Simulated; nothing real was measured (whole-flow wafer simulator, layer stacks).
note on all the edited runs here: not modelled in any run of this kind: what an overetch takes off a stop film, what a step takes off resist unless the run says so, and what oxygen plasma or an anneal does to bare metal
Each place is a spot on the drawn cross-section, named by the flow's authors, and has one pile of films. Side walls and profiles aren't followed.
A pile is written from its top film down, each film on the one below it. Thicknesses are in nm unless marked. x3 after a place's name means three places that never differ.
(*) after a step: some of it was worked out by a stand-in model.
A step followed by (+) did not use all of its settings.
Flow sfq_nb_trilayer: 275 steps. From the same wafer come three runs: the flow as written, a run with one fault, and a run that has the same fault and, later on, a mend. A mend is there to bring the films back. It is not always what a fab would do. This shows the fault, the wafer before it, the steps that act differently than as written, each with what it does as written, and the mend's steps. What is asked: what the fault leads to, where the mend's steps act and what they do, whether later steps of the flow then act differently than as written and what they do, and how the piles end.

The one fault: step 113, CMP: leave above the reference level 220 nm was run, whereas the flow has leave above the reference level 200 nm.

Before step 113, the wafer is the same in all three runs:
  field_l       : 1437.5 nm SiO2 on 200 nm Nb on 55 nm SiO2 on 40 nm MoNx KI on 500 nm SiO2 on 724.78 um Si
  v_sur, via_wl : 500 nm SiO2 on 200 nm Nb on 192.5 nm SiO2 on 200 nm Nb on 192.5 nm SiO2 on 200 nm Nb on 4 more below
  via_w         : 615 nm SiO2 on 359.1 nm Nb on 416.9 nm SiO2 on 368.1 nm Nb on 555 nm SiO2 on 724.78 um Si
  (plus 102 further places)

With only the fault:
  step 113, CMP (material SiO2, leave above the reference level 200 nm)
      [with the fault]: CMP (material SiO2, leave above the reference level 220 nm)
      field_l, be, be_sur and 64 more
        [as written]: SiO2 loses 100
        [with the fault]: SiO2 loses 80
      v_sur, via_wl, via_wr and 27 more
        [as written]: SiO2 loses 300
        [with the fault]: SiO2 loses 280
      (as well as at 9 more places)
  Later steps of the flow acting differently than as written (3 more steps, not shown, differ only slightly: by at most 2% or 0.5 nm, whichever is larger):
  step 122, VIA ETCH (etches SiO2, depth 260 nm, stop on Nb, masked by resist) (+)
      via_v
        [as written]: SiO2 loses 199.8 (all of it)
        [with the fault]: SiO2 loses 219.8 (all of it)
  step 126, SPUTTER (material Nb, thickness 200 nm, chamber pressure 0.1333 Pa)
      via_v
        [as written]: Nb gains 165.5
        [with the fault]: Nb gains 161.2
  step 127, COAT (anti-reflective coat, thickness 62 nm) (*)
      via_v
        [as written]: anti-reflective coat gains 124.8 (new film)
        [with the fault]: anti-reflective coat gains 129 (new film)
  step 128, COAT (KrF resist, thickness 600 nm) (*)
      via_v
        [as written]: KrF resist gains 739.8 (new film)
        [with the fault]: KrF resist gains 756.5 (new film)
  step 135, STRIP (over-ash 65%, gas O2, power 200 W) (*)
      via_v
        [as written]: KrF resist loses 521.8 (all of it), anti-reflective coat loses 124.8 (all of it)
        [with the fault]: KrF resist loses 538.5 (all of it), anti-reflective coat loses 129 (all of it)
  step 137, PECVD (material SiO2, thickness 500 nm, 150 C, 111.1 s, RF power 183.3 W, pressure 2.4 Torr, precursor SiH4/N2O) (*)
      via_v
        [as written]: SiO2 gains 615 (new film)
        [with the fault]: SiO2 gains 639.3 (new film)
  At v_sur, via_wl, via_w and 29 more, the piles at the end differ from the flow's by more than 2% or 0.5 nm, whichever is larger.
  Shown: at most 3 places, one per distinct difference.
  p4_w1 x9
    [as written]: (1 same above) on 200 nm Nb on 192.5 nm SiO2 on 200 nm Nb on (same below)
    [with the fault]: (1 same above) on 200 nm Nb on 212.5 nm SiO2 on 200 nm Nb on (same below)
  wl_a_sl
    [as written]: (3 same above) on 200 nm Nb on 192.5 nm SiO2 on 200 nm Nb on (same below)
    [with the fault]: (3 same above) on 200 nm Nb on 212.5 nm SiO2 on 200 nm Nb on (same below)
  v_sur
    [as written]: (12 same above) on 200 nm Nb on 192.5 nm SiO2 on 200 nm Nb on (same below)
    [with the fault]: (12 same above) on 200 nm Nb on 212.5 nm SiO2 on 200 nm Nb on (same below)

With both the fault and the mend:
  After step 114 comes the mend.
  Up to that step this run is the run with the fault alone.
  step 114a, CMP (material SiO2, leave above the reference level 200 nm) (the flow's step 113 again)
      field_l, v_sur, via_wl and 103 more
        SiO2 loses 20
  Later steps of the flow that are run all act as written at every place that is followed.
  At every place that both follow, the piles at the end match the flow's.
